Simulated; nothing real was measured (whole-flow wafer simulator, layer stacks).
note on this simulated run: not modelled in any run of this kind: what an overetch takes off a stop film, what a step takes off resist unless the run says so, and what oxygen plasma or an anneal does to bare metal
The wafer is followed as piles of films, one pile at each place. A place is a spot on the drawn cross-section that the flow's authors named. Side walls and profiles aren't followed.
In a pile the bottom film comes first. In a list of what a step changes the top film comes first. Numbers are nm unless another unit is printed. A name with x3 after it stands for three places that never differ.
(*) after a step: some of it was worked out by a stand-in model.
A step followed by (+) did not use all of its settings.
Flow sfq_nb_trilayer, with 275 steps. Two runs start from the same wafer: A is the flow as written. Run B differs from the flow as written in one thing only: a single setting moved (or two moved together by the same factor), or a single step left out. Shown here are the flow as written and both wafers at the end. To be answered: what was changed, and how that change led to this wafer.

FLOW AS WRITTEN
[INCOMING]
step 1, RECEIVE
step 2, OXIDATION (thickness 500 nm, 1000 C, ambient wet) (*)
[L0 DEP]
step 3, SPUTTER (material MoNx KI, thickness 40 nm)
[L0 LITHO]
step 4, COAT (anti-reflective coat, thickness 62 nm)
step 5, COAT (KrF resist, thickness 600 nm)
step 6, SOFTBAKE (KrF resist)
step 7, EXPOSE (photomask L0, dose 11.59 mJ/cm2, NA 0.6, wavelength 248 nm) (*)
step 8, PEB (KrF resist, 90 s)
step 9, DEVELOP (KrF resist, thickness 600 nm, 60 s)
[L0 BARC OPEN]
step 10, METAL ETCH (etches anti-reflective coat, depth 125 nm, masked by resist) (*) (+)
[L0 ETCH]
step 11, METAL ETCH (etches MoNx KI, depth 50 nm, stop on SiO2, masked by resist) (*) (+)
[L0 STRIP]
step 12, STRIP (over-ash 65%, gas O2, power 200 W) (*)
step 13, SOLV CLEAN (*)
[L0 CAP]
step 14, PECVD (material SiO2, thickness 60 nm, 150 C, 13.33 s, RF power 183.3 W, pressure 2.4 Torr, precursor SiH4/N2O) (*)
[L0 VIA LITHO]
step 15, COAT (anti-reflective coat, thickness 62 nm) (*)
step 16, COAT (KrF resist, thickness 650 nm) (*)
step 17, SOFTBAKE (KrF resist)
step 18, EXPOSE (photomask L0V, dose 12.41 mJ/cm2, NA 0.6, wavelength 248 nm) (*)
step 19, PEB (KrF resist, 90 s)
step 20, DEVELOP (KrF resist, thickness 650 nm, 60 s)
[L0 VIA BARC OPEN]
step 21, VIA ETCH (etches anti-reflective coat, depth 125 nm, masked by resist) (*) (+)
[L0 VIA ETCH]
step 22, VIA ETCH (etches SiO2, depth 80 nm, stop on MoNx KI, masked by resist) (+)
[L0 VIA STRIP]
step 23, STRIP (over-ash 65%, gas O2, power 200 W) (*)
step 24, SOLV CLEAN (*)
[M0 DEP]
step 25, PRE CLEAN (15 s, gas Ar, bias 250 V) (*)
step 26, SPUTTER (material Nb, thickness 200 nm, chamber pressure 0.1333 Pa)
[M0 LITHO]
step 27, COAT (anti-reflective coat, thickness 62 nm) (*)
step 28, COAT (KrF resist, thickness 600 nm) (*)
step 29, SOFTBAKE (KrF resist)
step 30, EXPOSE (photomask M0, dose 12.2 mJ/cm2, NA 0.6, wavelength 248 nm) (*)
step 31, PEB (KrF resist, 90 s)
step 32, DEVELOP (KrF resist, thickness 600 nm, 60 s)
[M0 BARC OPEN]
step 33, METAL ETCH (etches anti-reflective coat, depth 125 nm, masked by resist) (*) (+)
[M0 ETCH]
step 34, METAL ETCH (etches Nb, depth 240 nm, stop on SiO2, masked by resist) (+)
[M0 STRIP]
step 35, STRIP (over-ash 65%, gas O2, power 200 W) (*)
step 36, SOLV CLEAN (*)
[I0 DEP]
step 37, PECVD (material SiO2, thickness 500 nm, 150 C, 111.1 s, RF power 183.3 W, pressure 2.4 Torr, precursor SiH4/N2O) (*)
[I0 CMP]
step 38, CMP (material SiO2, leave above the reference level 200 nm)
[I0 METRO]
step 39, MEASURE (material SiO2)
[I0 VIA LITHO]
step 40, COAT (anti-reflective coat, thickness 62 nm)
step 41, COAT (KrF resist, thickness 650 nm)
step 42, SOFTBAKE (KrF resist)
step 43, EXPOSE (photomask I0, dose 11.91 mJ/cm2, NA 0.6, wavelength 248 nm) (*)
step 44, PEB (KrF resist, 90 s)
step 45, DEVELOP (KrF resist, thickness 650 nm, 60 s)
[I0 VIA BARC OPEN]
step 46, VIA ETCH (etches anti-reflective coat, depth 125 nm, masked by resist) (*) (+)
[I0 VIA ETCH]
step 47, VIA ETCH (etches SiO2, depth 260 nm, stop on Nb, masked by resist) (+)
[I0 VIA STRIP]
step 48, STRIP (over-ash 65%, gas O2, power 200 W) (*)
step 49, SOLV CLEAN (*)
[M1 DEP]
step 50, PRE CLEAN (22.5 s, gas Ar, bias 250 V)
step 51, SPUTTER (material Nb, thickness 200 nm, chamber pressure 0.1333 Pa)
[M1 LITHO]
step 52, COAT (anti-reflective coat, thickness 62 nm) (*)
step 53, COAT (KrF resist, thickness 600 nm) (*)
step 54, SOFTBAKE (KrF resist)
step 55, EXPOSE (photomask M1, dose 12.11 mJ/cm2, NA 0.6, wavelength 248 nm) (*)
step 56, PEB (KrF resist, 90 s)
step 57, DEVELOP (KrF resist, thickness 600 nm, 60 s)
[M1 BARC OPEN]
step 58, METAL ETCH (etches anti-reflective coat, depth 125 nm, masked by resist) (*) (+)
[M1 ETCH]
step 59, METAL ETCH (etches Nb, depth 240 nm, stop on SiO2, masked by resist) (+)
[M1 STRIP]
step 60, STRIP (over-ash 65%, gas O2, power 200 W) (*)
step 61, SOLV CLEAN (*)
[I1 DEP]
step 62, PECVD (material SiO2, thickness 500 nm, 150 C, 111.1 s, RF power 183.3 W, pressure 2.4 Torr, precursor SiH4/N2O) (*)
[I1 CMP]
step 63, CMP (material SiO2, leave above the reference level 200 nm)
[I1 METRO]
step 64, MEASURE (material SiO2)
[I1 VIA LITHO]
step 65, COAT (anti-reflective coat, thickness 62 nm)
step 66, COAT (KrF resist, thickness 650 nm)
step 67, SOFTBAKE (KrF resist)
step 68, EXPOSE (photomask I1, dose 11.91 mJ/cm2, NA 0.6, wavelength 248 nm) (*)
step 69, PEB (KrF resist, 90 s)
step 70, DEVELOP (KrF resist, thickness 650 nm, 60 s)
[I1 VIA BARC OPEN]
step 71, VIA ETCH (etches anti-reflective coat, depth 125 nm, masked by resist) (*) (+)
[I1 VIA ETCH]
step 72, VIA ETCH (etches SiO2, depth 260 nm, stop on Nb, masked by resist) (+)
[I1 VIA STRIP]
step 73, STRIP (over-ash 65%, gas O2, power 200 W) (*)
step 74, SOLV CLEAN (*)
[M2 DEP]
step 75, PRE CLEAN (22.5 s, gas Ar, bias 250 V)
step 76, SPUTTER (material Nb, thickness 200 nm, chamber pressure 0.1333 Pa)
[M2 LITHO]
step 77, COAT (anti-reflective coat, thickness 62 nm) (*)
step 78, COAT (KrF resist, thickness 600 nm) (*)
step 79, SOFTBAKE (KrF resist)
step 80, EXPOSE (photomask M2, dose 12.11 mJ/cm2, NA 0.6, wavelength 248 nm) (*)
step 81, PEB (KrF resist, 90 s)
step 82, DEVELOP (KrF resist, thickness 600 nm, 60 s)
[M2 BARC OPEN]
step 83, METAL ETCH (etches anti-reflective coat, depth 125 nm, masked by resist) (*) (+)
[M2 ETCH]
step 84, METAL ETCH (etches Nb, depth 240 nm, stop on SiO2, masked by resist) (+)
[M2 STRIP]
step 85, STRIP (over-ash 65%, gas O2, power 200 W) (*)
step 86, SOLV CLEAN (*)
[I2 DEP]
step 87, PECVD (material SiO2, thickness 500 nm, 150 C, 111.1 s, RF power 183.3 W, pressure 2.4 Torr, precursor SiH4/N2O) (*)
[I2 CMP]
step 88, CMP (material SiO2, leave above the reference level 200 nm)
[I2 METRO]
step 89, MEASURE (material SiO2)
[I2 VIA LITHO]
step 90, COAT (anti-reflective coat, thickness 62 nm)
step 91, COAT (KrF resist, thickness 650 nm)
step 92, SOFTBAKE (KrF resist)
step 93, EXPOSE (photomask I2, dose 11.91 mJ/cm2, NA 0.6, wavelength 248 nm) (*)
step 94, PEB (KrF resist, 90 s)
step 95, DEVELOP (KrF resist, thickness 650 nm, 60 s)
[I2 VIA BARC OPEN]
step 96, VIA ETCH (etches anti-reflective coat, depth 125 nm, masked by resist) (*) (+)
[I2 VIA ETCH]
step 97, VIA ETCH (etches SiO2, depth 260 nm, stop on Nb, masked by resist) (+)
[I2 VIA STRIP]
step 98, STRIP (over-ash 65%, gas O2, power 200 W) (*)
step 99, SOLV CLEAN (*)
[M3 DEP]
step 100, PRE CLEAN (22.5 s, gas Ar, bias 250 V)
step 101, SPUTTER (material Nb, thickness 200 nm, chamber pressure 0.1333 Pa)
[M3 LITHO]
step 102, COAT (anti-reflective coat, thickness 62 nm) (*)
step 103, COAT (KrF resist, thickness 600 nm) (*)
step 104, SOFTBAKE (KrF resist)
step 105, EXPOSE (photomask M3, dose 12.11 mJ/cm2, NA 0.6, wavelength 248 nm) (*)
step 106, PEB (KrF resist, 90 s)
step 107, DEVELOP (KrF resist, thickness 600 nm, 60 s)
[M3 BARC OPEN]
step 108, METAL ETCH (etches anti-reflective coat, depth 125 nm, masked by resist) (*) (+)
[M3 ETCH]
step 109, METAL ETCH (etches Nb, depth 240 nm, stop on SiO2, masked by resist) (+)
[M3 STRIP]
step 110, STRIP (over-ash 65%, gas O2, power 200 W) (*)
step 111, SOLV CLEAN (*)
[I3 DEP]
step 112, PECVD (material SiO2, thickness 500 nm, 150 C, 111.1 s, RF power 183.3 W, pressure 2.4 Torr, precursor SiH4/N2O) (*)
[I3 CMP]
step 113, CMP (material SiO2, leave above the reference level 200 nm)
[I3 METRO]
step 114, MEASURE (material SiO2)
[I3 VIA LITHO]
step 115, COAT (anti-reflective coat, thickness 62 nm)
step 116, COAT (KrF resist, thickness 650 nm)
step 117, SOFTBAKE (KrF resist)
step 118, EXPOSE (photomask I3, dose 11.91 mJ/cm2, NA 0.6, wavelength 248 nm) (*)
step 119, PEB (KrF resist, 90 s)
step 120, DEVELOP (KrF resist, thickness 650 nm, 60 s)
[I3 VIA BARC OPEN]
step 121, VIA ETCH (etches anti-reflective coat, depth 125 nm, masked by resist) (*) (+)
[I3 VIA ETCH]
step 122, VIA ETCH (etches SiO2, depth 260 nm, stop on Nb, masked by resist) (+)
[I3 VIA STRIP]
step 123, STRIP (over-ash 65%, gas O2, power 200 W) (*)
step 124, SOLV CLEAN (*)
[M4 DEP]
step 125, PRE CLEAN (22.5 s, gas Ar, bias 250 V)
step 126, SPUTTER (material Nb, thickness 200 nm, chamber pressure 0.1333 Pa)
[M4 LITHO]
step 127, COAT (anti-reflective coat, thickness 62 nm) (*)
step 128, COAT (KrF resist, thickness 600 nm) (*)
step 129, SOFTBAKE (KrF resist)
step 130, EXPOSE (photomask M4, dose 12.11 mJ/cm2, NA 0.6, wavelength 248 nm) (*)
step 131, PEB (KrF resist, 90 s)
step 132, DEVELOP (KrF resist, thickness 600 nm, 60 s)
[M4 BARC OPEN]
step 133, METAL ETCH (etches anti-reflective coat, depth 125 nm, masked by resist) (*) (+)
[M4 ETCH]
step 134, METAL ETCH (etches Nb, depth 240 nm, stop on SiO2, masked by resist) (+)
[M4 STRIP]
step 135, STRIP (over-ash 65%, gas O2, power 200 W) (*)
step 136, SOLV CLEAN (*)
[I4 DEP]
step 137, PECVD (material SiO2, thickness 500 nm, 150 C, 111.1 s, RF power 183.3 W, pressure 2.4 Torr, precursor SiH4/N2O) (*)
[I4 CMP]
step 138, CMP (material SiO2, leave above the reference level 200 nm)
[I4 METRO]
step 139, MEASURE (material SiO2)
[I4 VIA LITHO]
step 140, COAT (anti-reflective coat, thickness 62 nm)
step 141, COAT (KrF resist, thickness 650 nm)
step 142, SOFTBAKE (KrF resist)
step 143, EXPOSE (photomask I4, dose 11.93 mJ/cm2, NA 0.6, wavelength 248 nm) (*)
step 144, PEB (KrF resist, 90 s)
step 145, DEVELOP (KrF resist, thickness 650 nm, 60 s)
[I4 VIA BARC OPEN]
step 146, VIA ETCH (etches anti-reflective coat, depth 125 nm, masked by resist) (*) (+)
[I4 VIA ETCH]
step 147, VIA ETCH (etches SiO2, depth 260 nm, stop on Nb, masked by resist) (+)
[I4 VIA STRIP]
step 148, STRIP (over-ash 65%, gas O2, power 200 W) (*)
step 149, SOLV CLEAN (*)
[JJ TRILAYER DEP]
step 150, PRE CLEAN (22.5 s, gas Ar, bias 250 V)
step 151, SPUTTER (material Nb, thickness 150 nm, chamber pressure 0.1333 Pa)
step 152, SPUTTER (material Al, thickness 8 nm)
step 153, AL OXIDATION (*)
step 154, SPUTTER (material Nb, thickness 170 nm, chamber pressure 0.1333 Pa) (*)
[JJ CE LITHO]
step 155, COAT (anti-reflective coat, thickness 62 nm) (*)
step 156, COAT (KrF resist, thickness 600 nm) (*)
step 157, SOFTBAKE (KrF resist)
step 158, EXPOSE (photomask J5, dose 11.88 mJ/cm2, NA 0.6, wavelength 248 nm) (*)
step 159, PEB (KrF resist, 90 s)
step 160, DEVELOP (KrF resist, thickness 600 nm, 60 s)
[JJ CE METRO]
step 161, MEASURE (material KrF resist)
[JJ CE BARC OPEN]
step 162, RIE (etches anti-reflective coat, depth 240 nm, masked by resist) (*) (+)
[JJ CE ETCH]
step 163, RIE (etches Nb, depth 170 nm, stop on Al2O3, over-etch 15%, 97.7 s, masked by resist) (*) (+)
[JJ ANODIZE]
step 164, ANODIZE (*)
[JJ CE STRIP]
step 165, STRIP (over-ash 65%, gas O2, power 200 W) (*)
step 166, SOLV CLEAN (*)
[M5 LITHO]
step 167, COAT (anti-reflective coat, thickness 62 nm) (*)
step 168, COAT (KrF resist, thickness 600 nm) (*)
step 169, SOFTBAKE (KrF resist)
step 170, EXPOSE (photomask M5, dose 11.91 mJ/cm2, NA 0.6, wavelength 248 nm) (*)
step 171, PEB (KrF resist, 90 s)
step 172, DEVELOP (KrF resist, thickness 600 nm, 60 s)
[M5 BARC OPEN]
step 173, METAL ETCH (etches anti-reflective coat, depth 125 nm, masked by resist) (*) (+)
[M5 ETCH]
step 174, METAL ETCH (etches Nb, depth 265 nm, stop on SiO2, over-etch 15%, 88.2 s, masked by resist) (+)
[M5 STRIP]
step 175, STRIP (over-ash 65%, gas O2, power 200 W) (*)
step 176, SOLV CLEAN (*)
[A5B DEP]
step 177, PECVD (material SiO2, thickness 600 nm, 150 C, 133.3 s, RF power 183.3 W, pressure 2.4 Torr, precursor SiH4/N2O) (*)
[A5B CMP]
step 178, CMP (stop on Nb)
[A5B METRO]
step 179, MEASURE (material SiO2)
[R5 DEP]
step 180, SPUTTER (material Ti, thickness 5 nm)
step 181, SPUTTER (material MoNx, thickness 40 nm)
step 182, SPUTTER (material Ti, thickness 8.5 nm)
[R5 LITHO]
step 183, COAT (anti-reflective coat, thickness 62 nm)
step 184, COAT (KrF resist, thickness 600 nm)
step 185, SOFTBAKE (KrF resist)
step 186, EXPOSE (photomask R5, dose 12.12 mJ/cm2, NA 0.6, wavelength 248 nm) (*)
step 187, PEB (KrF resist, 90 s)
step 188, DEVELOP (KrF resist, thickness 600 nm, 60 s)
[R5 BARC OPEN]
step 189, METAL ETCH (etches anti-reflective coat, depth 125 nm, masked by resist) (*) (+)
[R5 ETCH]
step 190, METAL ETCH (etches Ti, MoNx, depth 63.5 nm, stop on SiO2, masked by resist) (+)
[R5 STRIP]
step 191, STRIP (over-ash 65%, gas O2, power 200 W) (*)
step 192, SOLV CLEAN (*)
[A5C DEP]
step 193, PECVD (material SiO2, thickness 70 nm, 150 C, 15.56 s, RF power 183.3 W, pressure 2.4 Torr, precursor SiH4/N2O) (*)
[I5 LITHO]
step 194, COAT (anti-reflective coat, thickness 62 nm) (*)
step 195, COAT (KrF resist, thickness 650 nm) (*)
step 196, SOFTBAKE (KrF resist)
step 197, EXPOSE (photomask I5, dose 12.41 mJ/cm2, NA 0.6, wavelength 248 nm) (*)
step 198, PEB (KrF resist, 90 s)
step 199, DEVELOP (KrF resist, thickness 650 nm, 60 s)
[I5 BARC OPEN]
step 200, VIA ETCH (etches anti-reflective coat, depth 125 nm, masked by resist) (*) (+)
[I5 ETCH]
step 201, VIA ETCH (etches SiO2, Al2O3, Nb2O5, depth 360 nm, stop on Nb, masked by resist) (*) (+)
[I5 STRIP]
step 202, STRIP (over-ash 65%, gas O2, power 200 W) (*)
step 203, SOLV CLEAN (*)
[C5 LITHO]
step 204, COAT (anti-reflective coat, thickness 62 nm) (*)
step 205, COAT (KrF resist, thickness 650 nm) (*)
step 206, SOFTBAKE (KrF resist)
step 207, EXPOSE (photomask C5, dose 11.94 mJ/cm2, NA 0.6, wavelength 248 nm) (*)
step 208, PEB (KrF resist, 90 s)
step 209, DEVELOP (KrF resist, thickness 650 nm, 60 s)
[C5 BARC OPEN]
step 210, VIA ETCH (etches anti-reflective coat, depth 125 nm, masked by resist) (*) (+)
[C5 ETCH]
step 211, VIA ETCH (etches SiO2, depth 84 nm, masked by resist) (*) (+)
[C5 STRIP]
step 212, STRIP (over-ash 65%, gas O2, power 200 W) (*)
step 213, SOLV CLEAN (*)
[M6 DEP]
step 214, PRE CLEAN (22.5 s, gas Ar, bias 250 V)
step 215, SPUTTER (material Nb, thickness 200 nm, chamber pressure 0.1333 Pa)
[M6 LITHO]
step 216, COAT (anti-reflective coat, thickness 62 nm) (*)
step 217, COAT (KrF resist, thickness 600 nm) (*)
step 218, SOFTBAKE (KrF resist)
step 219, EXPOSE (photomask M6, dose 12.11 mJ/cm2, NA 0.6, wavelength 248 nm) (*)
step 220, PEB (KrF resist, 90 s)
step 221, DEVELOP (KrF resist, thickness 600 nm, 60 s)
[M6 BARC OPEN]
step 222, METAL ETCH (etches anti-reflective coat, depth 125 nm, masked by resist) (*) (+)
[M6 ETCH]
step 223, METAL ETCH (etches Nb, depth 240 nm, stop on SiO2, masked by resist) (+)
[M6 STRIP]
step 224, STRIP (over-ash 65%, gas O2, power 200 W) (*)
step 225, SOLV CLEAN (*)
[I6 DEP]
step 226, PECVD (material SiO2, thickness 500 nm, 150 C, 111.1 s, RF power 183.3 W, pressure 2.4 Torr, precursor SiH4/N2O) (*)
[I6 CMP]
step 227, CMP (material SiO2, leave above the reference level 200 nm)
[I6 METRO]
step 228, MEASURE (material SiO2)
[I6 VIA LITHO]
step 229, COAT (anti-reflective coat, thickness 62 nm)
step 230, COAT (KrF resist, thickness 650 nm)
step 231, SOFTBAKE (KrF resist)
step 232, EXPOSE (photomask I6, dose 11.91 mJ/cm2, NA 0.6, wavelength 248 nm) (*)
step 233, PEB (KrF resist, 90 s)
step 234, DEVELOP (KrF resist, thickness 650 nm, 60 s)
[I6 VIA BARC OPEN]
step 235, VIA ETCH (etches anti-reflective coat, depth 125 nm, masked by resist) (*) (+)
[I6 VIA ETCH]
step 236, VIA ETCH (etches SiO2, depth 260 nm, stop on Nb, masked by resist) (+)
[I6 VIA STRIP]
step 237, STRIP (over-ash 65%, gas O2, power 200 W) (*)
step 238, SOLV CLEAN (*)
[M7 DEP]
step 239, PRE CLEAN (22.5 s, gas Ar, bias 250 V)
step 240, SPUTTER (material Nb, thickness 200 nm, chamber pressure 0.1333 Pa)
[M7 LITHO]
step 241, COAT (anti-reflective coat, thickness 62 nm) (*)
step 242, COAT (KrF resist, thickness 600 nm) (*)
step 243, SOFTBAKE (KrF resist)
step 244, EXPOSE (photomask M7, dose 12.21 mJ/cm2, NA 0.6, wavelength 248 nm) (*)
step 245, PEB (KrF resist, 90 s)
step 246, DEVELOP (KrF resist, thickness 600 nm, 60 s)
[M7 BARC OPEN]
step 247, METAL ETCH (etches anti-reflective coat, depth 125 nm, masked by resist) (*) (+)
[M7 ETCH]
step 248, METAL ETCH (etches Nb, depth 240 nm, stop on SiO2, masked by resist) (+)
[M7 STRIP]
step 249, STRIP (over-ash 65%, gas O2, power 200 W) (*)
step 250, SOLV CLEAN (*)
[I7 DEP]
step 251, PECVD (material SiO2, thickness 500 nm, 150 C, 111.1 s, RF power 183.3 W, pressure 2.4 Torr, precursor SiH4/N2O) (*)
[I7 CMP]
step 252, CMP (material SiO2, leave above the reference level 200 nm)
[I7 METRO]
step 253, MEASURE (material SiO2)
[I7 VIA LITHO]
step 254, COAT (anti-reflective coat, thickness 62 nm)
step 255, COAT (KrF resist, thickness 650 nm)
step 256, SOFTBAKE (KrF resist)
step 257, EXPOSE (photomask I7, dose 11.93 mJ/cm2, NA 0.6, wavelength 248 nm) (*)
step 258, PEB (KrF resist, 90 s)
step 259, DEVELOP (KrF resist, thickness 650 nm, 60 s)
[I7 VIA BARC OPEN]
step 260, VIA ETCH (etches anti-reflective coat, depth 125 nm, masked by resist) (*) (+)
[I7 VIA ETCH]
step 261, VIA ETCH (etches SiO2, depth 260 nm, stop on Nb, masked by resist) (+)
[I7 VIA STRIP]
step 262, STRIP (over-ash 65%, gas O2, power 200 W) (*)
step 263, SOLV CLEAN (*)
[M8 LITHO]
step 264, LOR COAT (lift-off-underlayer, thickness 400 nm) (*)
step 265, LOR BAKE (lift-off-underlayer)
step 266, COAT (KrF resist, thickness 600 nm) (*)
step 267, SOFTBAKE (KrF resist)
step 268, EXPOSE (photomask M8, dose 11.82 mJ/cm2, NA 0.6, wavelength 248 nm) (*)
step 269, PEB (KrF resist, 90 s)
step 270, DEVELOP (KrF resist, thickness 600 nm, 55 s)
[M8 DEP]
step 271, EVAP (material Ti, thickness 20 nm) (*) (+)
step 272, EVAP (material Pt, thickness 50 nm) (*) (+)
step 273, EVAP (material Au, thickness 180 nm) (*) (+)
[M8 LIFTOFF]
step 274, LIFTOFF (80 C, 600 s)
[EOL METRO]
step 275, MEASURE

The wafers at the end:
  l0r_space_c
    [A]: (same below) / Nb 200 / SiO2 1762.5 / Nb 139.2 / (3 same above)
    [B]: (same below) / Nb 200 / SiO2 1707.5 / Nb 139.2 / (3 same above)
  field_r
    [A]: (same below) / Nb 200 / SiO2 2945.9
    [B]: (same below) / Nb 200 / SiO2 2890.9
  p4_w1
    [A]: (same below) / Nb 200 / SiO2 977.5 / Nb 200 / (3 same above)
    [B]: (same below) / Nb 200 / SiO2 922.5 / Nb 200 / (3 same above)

Cause: step 63, CMP: leave above the reference level 145 nm was run, though the flow has leave above the reference level 200 nm.

Step by step, how the change led to this:
  step 63, CMP (material SiO2, leave above the reference level 200 nm)
      field_l, be, be_sur and 72 more: A SiO2 loses 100 | B SiO2 loses 155
      v_sur, via_wl, via_wr and 20 more: A SiO2 loses 300 | B SiO2 loses 355
      (as well as at 8 more places)
  step 72, VIA ETCH (etches SiO2, depth 260 nm, stop on Nb, masked by resist) (+)
      field_l, v_sur, via_wl and 102 more: A KrF resist loses 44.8 | B KrF resist loses 37.5
      via_v: A SiO2 loses 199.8 (all of it) | B SiO2 loses 144.8 (all of it)
  step 76, SPUTTER (material Nb, thickness 200 nm, chamber pressure 0.1333 Pa)
      via_v: A Nb gains 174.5 | B Nb gains 185.7
  step 77, COAT (anti-reflective coat, thickness 62 nm) (*)
      via_v: A anti-reflective coat gains 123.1 (new film) | B anti-reflective coat gains 110.3 (new film)
  step 78, COAT (KrF resist, thickness 600 nm) (*)
      via_v: A KrF resist gains 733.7 (new film) | B KrF resist gains 689.1 (new film)
  step 85, STRIP (over-ash 65%, gas O2, power 200 W) (*)
      via_v: A KrF resist loses 515.8 (all of it), anti-reflective coat loses 123.1 (all of it) | B KrF resist loses 471.2 (all of it), anti-reflective coat loses 110.3 (all of it)
  step 87, PECVD (material SiO2, thickness 500 nm, 150 C, 111.1 s, RF power 183.3 W, pressure 2.4 Torr, precursor SiH4/N2O) (*)
      via_v: A SiO2 gains 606 (new film) | B SiO2 gains 515.3 (new film)
  step 88, CMP (material SiO2, leave above the reference level 200 nm)
      via_v: A SiO2 loses 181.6 | B SiO2 loses 157.1
